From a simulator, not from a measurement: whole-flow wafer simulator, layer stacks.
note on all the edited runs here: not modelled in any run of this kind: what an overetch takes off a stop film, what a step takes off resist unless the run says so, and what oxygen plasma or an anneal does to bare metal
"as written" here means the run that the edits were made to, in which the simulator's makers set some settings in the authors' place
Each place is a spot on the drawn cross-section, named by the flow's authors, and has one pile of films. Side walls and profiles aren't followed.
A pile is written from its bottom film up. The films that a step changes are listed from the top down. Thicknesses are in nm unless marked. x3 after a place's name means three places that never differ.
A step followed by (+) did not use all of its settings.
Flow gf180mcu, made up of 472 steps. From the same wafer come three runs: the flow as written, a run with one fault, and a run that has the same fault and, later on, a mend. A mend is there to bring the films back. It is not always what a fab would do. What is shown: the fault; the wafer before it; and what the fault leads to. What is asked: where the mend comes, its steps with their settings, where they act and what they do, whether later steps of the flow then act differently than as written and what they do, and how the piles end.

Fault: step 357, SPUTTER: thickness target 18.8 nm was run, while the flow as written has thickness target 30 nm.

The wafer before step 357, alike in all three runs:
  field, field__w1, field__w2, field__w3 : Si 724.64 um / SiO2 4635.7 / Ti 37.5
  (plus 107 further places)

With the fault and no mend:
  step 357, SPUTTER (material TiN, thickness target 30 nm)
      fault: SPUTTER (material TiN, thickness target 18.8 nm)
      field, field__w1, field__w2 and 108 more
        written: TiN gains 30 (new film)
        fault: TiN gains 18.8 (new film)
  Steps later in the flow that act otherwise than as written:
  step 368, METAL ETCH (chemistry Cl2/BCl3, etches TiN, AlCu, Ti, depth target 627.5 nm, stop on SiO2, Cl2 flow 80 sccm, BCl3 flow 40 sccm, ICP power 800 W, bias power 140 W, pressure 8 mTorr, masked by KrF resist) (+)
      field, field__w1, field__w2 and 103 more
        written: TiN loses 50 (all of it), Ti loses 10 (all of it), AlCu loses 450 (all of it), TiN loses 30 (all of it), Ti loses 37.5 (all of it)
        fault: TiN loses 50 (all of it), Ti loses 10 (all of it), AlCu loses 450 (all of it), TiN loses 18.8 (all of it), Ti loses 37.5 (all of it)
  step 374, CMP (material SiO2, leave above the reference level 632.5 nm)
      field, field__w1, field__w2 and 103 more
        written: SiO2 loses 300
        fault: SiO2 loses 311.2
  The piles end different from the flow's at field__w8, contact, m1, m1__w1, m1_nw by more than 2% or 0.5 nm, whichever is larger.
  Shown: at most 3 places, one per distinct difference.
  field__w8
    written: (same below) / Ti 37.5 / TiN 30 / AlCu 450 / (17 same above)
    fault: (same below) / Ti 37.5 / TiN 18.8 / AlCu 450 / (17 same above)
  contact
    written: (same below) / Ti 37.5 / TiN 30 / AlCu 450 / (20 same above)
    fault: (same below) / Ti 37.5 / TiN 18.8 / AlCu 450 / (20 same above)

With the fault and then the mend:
  After step 357 comes the mend.
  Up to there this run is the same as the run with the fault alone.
  step 357a, SPUTTER (material TiN, thickness target 11.2 nm) (the flow's step 357 again, with other settings)
      field, field__w1, field__w2 and 108 more
        TiN gains 11.2
  None of the later steps of the flow acts differently than as written at any place that is followed.
  The piles end the same as the flow's at every place that both follow.
